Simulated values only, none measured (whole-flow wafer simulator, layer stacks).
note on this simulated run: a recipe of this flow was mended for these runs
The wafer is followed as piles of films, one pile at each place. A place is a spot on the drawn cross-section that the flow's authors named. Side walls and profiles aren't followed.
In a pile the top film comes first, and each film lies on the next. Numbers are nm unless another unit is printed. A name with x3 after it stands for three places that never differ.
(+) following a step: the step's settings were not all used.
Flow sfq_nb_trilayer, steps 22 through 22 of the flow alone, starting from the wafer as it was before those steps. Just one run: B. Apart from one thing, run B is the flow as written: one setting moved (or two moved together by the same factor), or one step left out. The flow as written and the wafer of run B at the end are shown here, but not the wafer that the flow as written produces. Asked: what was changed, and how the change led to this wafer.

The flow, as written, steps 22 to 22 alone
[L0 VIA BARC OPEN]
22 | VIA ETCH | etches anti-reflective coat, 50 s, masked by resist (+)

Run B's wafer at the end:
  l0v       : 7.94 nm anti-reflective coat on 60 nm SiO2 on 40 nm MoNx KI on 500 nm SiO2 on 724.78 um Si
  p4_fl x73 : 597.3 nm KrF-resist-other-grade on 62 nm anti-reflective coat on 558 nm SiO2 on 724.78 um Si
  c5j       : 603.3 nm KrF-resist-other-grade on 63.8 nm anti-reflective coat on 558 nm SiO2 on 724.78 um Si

The reason: step 22, VIA ETCH: 20 s was run, while the flow as written has 50 s.

The path from the change to this, step by step:
  22 | VIA ETCH | etches anti-reflective coat, 50 s, masked by resist (+)
      l0v: -50 anti-reflective coat (it would be, as written: -57.9 anti-reflective coat (all of it), -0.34 SiO2)
      field_l, v_sur, via_wl and 102 more: -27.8 KrF-resist-other-grade (it would be, as written: -69.4 KrF-resist-other-grade)
